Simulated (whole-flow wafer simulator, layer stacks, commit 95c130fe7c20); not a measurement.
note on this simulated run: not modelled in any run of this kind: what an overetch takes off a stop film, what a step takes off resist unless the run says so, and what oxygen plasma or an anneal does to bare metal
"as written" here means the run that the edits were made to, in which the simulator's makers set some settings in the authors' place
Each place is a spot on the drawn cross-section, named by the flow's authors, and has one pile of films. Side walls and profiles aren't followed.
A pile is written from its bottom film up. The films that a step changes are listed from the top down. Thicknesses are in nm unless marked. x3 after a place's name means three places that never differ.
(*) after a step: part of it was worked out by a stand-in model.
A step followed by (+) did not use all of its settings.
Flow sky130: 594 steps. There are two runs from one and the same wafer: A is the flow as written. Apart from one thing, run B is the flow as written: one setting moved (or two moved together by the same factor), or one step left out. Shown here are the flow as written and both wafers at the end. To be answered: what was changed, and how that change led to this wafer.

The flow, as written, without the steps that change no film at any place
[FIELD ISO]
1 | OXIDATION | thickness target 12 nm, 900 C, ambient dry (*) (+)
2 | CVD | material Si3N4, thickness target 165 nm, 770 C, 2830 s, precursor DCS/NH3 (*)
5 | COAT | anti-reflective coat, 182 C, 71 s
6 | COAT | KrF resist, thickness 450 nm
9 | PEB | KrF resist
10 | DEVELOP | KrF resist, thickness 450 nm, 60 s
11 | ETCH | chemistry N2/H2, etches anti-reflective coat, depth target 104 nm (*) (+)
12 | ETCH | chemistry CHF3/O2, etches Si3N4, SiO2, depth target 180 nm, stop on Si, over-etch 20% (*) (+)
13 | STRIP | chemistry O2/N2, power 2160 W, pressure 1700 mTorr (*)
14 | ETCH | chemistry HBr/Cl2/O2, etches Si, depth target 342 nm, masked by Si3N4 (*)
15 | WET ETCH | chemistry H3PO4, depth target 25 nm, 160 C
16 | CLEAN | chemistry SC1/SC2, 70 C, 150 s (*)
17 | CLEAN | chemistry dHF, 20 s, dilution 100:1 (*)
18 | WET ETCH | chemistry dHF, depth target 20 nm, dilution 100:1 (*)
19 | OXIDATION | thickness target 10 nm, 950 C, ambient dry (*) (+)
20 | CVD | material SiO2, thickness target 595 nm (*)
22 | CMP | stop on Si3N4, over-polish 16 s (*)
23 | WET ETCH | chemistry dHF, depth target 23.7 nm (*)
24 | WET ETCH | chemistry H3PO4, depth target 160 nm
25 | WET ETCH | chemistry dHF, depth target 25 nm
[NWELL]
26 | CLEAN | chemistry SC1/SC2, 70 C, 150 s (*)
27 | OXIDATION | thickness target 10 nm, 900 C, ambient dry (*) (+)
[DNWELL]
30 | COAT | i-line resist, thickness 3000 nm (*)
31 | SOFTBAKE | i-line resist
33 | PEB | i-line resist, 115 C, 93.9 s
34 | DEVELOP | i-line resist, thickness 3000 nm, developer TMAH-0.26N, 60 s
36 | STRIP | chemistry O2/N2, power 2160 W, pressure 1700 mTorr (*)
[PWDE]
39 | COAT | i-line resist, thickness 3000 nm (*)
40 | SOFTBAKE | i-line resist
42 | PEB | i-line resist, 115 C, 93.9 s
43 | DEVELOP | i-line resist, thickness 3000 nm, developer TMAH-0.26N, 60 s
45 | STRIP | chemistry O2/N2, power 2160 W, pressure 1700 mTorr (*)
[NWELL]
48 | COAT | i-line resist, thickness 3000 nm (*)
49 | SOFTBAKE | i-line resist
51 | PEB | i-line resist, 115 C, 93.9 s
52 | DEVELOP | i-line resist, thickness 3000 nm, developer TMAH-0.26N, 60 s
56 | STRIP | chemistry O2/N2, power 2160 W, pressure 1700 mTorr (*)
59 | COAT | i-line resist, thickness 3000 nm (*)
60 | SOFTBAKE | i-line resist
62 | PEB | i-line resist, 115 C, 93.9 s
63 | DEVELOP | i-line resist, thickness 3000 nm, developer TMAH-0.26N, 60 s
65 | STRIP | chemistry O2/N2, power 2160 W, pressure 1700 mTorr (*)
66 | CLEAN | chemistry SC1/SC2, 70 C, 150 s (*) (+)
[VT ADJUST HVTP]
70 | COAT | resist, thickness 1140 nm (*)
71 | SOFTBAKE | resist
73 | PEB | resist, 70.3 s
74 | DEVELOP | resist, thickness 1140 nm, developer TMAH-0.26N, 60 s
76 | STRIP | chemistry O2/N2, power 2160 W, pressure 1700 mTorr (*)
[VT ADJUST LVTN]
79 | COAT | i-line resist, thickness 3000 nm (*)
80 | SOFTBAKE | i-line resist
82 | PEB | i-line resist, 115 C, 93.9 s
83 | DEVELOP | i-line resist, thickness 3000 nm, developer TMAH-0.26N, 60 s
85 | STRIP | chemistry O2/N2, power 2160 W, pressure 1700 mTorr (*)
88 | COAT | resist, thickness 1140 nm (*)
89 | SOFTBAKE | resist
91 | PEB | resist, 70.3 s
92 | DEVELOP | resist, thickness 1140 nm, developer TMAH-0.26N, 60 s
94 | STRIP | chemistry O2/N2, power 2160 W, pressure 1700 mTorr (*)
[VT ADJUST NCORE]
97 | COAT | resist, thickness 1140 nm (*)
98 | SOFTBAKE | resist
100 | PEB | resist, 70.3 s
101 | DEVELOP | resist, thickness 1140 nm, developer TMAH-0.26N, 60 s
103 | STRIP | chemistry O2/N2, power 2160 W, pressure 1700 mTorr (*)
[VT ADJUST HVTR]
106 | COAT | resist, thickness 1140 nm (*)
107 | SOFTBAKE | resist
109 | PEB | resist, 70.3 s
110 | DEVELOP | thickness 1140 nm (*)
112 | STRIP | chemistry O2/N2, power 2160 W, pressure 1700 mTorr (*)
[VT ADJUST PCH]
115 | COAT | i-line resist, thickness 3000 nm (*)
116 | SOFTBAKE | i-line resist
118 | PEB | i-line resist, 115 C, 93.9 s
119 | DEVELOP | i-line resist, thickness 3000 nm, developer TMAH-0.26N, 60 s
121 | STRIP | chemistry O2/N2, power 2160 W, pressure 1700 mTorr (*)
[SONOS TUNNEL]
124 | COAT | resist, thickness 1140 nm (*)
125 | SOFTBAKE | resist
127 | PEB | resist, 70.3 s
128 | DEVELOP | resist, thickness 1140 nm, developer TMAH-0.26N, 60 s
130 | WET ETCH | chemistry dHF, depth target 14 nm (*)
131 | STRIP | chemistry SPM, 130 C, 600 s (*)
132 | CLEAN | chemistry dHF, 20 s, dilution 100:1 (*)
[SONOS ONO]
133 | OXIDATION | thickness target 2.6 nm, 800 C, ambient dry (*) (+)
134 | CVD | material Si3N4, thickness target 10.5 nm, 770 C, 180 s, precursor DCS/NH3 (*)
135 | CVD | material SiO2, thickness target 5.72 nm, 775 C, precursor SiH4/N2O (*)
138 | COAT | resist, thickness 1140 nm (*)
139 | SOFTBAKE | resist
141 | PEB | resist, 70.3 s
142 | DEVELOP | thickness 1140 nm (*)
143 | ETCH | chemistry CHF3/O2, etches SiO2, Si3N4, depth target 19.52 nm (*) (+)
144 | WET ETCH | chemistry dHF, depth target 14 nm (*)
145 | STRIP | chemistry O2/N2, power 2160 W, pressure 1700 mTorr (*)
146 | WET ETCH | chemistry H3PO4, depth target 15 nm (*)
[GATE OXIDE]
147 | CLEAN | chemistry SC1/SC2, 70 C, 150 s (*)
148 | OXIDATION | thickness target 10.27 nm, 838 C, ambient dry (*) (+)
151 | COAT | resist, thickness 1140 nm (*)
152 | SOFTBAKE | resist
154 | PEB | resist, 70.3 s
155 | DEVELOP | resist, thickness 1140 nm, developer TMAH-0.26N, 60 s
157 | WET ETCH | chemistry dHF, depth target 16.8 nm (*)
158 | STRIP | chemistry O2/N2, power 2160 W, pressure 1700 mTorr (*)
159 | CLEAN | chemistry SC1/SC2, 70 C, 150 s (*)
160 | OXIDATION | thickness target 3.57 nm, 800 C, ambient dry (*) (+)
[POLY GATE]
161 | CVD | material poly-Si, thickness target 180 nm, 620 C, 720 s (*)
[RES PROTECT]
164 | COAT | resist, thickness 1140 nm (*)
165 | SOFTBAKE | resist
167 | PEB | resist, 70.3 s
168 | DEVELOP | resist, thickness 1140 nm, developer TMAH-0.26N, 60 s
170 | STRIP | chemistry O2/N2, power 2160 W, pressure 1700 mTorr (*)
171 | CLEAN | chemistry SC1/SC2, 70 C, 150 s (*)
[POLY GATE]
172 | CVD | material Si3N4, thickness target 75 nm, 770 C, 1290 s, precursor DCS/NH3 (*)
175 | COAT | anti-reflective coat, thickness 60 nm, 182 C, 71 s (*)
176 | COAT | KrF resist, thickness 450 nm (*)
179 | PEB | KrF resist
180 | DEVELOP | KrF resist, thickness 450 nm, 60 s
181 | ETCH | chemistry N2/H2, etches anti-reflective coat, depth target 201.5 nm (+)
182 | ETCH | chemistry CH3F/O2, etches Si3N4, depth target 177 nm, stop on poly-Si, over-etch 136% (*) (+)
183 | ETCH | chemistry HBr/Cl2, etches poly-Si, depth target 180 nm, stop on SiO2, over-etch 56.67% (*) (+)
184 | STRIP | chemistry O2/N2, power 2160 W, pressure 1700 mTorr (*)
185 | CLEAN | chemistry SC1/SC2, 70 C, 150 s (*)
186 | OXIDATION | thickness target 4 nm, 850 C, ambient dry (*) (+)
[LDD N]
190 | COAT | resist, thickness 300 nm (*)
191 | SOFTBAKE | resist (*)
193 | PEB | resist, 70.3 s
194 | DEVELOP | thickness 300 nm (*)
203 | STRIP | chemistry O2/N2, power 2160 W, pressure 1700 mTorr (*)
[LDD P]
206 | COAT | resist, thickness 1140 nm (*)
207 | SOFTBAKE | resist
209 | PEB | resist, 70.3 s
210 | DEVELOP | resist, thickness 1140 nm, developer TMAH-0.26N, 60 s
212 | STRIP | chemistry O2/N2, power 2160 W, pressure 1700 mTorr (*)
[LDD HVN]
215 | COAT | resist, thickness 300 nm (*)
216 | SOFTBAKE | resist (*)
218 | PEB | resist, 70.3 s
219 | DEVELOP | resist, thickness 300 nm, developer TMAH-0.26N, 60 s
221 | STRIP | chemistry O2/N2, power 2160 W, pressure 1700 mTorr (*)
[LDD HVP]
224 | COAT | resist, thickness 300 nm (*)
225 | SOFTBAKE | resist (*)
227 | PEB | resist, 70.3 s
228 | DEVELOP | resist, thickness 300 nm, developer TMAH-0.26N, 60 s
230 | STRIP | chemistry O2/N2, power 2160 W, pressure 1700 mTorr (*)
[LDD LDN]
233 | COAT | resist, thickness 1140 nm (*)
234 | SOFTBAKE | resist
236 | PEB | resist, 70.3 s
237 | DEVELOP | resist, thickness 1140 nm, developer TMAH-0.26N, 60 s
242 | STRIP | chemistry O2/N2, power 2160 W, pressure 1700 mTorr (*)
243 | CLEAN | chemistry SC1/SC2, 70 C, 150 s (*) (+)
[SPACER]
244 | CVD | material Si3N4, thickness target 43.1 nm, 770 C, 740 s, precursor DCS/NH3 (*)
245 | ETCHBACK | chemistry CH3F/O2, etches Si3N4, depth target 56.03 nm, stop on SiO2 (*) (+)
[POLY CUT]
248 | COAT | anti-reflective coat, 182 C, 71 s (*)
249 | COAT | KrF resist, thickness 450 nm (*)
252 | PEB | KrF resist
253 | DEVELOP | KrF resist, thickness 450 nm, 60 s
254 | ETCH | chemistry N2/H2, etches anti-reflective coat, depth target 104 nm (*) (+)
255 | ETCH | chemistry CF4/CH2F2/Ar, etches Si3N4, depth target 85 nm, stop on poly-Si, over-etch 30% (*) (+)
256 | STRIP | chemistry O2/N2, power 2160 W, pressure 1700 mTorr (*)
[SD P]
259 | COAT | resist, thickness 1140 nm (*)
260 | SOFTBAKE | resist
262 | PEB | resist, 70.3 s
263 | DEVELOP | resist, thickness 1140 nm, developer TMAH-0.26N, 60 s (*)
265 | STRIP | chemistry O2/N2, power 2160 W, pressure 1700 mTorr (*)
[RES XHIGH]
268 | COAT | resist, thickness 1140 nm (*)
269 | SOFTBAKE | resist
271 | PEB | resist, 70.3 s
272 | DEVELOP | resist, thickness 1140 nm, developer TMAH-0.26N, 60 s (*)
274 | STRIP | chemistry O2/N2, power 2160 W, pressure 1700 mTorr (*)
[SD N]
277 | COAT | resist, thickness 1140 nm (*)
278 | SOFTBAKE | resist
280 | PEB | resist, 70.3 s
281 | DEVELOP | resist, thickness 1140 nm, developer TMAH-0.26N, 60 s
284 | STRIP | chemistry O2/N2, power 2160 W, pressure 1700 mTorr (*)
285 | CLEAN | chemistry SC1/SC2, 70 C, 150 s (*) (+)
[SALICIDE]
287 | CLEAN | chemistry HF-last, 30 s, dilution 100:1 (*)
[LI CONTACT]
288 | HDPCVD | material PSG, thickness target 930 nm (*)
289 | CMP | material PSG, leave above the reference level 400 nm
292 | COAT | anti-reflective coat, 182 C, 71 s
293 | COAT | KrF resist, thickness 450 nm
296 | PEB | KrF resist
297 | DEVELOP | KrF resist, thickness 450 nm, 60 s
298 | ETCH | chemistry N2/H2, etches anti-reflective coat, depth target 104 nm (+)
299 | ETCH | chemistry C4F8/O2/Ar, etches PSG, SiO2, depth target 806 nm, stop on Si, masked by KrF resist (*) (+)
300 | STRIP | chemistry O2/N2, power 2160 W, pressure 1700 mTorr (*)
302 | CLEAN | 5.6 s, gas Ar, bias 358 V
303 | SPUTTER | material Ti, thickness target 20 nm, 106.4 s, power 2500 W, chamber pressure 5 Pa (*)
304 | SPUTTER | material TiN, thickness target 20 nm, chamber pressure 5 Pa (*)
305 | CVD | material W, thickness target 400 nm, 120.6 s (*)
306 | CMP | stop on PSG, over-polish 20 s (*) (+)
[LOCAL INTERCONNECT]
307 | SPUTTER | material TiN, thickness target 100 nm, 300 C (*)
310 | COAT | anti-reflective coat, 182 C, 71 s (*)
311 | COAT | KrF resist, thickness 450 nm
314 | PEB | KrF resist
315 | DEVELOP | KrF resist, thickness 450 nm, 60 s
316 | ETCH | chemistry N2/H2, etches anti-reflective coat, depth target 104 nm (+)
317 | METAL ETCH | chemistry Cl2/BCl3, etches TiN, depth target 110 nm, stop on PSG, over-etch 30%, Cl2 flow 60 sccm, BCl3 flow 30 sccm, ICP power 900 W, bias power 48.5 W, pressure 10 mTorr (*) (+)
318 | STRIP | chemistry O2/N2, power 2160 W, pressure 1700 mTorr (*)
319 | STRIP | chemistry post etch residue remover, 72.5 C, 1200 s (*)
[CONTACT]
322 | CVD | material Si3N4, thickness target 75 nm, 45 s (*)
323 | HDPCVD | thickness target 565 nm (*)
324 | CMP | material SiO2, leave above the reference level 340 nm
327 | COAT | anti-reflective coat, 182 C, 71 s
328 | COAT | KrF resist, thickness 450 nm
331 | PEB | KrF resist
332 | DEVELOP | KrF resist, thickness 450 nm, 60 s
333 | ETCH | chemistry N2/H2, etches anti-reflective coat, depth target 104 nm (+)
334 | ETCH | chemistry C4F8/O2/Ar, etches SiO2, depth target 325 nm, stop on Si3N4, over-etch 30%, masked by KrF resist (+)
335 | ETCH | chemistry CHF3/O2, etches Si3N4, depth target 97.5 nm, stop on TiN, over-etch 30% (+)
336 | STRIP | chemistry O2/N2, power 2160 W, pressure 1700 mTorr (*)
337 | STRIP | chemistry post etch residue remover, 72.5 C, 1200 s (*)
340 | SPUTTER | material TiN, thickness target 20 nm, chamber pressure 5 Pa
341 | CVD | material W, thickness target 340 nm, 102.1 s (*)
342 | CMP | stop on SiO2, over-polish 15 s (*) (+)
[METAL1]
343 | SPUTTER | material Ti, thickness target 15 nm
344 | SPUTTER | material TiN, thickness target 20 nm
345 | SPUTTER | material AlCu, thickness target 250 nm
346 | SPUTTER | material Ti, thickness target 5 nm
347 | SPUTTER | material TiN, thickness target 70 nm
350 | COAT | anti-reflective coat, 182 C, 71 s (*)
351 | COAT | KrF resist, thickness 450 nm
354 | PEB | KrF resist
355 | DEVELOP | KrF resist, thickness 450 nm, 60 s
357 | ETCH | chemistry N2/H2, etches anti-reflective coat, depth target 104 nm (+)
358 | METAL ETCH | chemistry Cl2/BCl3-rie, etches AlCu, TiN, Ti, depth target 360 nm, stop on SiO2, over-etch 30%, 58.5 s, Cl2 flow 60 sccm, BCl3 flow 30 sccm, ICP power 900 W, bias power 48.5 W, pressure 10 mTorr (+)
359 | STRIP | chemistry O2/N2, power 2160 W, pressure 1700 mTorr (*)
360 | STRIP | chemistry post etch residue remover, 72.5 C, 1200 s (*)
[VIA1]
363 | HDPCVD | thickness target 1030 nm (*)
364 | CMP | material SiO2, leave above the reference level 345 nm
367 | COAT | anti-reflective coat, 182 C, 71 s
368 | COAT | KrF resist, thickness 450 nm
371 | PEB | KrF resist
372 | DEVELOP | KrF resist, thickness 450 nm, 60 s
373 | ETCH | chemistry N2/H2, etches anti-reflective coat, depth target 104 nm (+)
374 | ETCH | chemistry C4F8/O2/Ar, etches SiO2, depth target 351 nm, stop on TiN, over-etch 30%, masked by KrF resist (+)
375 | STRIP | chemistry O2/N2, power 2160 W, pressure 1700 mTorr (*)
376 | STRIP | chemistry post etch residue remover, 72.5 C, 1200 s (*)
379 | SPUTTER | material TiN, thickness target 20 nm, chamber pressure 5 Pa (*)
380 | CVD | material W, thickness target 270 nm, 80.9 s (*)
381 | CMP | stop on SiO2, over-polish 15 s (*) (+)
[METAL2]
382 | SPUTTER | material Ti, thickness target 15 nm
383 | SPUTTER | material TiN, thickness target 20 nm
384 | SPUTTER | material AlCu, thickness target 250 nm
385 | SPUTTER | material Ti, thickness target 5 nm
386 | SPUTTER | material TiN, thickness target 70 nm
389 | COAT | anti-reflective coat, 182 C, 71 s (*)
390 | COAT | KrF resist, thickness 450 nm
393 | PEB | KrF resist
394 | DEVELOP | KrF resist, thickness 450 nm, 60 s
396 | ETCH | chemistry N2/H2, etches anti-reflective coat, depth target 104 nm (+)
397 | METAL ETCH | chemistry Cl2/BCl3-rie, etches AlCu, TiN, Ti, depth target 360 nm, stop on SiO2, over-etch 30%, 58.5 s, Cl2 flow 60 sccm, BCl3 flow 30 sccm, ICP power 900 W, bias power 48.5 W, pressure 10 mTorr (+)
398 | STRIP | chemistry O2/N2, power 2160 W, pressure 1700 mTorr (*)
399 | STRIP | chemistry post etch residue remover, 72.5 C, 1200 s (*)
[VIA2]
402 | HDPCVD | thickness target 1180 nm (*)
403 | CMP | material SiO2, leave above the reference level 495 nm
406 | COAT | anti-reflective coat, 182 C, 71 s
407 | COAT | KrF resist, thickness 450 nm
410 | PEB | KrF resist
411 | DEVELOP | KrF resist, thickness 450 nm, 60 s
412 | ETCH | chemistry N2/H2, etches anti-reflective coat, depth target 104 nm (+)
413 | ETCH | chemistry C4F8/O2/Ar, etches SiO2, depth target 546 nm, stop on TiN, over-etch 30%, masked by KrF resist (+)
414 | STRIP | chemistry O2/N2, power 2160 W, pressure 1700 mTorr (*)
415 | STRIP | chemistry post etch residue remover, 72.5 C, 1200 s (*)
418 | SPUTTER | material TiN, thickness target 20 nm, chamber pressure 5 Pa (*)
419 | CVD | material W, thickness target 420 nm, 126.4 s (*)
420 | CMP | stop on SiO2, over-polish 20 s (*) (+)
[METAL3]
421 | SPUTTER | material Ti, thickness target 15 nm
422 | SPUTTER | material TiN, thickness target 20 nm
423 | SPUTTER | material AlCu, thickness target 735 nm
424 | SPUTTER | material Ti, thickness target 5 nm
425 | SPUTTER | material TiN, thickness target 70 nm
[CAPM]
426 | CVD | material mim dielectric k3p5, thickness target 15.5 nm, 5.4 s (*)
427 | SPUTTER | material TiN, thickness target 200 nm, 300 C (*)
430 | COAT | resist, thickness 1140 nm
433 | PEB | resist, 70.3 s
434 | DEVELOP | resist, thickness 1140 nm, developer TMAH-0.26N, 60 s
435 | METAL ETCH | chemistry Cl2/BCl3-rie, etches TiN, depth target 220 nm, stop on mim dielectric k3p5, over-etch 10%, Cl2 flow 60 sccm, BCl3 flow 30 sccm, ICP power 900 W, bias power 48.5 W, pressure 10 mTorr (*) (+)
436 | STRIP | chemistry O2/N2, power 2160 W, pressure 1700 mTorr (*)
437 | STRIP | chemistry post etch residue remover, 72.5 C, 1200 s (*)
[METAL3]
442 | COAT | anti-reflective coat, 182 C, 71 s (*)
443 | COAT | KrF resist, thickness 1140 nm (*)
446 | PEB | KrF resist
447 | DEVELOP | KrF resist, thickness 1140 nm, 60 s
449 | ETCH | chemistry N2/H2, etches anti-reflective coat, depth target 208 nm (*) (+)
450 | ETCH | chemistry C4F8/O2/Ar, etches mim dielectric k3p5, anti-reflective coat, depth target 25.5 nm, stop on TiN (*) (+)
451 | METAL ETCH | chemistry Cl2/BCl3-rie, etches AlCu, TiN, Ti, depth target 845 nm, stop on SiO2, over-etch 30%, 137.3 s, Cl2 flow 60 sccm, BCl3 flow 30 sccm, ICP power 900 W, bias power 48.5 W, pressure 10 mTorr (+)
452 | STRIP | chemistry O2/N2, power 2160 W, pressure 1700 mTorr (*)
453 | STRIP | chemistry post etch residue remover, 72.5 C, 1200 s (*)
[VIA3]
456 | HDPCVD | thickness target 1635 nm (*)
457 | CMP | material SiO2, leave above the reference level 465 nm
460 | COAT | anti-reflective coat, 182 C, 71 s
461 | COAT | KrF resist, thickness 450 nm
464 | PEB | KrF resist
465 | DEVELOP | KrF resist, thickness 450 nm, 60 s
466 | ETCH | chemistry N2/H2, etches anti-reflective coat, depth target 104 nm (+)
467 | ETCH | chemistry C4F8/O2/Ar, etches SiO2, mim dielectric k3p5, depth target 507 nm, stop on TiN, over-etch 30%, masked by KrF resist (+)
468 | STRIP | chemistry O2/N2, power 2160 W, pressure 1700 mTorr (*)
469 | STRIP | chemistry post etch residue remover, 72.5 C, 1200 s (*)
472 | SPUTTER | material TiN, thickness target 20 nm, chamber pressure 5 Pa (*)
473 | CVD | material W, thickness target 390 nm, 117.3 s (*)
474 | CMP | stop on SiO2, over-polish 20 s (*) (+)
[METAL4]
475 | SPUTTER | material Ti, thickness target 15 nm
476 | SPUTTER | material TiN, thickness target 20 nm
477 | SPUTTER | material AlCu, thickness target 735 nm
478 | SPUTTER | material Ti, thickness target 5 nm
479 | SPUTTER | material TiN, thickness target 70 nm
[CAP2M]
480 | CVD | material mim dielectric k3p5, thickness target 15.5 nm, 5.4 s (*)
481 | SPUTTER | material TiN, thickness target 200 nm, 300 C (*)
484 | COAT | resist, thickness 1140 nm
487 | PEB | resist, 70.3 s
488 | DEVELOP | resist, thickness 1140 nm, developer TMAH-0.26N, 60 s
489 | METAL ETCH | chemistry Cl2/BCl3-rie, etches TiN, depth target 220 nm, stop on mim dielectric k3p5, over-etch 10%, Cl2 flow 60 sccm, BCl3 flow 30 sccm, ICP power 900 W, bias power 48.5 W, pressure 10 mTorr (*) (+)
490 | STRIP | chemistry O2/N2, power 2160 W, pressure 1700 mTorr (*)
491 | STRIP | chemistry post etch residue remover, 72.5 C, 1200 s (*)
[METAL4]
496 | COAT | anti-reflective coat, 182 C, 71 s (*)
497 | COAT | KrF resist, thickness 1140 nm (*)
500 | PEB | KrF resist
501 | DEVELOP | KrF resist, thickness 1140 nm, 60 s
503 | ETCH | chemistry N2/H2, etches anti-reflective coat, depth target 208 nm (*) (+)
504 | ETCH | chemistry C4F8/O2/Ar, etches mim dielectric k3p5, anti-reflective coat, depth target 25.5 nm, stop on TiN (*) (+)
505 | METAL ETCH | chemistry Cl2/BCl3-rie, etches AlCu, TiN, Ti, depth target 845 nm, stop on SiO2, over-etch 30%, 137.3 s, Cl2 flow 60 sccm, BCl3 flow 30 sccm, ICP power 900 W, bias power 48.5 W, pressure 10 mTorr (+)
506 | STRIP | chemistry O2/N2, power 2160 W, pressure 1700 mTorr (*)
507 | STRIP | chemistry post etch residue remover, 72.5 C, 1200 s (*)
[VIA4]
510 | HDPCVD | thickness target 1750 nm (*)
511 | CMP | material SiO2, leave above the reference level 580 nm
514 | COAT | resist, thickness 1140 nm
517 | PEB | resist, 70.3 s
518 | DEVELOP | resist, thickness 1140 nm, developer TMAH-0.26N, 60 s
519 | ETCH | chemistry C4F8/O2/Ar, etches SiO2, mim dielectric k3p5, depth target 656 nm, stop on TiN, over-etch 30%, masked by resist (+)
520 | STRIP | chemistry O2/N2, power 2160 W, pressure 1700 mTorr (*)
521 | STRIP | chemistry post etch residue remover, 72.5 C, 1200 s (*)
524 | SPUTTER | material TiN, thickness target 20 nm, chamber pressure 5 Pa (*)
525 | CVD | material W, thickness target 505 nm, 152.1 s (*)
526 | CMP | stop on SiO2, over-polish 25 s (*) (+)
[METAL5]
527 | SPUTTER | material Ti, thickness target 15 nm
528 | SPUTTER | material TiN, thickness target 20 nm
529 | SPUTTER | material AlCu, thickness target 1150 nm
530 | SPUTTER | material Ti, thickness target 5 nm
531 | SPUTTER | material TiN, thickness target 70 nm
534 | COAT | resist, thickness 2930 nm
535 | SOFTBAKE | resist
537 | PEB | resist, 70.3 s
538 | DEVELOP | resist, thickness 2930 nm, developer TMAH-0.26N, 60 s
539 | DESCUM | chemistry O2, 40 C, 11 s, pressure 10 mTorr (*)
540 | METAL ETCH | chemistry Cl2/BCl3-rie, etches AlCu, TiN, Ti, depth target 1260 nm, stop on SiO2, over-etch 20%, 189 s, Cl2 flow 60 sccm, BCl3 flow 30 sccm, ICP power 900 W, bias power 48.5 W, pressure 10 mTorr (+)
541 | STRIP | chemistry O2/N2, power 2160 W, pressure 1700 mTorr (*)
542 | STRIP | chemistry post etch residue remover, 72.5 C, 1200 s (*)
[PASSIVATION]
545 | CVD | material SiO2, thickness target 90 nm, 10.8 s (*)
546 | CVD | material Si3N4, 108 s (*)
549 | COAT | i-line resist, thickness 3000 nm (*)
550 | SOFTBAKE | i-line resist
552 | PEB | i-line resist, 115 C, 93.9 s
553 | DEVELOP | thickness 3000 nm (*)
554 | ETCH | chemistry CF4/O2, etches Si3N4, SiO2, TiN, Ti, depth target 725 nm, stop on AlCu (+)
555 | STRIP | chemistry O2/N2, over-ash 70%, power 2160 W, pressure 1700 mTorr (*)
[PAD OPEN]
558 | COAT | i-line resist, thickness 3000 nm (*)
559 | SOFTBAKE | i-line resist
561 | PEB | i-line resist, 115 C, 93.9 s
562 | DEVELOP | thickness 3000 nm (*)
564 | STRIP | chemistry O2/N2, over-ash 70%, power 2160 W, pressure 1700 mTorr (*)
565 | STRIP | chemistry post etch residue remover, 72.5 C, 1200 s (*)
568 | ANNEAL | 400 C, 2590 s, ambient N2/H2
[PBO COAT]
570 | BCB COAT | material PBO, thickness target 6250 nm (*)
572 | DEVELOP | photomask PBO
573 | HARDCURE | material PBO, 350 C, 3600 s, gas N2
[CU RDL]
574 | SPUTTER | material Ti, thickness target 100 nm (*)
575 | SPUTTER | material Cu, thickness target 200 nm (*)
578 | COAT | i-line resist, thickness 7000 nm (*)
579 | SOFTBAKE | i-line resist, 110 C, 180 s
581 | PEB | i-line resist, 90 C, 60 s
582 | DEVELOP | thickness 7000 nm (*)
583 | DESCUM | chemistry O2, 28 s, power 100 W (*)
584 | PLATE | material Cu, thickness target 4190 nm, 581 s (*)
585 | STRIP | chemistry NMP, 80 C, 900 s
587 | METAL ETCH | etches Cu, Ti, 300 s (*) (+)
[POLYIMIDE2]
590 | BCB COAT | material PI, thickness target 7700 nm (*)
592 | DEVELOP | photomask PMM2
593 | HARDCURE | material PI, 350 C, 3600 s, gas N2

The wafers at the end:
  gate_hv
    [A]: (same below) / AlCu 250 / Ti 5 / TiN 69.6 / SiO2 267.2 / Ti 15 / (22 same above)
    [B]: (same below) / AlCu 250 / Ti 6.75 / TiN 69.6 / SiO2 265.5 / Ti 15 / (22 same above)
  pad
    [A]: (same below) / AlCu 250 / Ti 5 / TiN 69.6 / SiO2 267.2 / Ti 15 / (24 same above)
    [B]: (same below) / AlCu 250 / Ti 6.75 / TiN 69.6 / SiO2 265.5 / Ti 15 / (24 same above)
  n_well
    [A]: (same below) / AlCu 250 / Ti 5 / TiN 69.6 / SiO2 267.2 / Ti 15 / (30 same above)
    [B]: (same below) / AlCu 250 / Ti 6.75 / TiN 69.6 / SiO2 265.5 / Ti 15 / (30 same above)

Cause: step 346, SPUTTER: thickness target 6.75 nm was run, whereas the flow has thickness target 5 nm.
One can read it off the wafer: gate_hv has Ti 6.75, and step 346 as written asks for 5 nm.

How this came from the change, step by step:
  346 | SPUTTER | material Ti, thickness target 5 nm
      field, active, n_well and 188 more: A +5 Ti (new film) | B +6.75 Ti (new film)
  358 | METAL ETCH | chemistry Cl2/BCl3-rie, etches AlCu, TiN, Ti, depth target 360 nm, stop on SiO2, over-etch 30%, 58.5 s, Cl2 flow 60 sccm, BCl3 flow 30 sccm, ICP power 900 W, bias power 48.5 W, pressure 10 mTorr (+)
      field, active, gate and 81 more: A -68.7 TiN (all of it), -5 Ti (all of it), -250 AlCu (all of it), -20 TiN (all of it), -15 Ti (all of it), -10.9 SiO2 | B -68.7 TiN (all of it), -6.75 Ti (all of it), -250 AlCu (all of it), -20 TiN (all of it), -15 Ti (all of it), -10.8 SiO2
